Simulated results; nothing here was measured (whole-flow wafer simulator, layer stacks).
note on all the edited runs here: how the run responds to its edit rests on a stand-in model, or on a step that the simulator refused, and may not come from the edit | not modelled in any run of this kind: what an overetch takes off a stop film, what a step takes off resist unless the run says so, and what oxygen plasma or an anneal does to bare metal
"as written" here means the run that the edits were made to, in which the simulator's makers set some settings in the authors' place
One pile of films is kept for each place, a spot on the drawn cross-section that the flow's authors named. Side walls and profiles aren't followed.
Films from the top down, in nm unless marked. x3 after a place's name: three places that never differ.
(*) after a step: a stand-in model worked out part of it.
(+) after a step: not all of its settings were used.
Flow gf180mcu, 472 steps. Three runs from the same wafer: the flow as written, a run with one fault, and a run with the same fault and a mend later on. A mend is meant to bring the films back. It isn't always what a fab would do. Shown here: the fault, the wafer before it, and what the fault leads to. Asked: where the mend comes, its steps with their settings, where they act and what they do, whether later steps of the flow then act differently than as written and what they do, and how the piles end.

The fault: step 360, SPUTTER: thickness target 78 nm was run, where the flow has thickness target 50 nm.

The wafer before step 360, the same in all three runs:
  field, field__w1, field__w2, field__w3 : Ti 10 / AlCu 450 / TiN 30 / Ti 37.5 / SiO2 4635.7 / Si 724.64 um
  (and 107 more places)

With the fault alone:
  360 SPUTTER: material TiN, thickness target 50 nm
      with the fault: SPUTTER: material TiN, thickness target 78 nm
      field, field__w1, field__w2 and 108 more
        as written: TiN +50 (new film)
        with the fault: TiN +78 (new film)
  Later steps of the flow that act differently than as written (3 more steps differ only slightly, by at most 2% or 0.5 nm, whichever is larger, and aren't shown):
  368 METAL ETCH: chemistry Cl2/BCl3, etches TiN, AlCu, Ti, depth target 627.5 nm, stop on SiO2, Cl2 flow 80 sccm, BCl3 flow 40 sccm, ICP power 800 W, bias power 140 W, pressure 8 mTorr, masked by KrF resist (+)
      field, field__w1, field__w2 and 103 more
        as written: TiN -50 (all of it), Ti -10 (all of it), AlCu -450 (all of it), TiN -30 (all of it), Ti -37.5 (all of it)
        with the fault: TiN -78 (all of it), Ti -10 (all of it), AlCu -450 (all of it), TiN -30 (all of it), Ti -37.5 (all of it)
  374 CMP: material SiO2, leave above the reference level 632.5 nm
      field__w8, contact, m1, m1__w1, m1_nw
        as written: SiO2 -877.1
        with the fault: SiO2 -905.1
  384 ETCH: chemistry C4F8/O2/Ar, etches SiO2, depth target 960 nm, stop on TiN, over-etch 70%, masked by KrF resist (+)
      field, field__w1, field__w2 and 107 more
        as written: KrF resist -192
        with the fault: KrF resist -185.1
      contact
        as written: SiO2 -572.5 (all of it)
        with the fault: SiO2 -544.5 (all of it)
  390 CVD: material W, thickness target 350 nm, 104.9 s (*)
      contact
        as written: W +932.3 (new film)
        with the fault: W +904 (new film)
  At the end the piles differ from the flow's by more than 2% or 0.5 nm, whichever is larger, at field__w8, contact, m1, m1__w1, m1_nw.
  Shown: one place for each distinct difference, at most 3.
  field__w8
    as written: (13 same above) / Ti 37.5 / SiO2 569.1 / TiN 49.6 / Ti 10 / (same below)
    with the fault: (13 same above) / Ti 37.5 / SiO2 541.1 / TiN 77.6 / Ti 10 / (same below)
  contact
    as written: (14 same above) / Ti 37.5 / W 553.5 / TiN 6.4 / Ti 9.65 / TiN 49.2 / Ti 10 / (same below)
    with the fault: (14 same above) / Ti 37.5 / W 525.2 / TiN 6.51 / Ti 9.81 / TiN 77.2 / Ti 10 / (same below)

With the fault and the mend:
  The mend comes after step 367.
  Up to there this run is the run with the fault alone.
  367a STRIP: chemistry O2/N2, power 2160 W, pressure 1700 mTorr (*)
      field__w8, contact, m1, m1__w1, m1_nw
        KrF resist -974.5 (all of it)
  367b METAL ETCH: chemistry Cl2/BCl3, etches TiN, AlCu, Ti, depth target 28 nm, Cl2 flow 80 sccm, BCl3 flow 40 sccm, ICP power 800 W, bias power 140 W, pressure 8 mTorr (the flow's step 260 once more, with other settings)
      field, field__w1, field__w2 and 108 more
        TiN -28
  367c HMDS: 120 C, 60 s (the flow's step 362 once more)
      changes no film at any place that is followed
  367d COAT: KrF resist, thickness 1000 nm (the flow's step 363 once more)
      field, field__w1, field__w2 and 108 more
        KrF resist +1000 (new film)
  367e SOFTBAKE: KrF resist (the flow's step 364 once more)
      changes no film at any place that is followed
  367f EXPOSE: photomask Metal4 (the flow's step 365 once more)
      changes no film at any place that is followed
  367g PEB: KrF resist, 135 C, 90 s (the flow's step 366 once more)
      field, field__w1, field__w2 and 108 more
        KrF resist -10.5
  367h DEVELOP: thickness 1000 nm, 60 s (the flow's step 367 once more)
      field, field__w1, field__w2 and 103 more
        KrF resist -989.5 (all of it)
      field__w8, contact, m1, m1__w1, m1_nw
        KrF resist -14.9
  No later step of the flow acts differently than as written at any place that is followed.
  At the end the piles are the same as the flow's at every place that both follow.
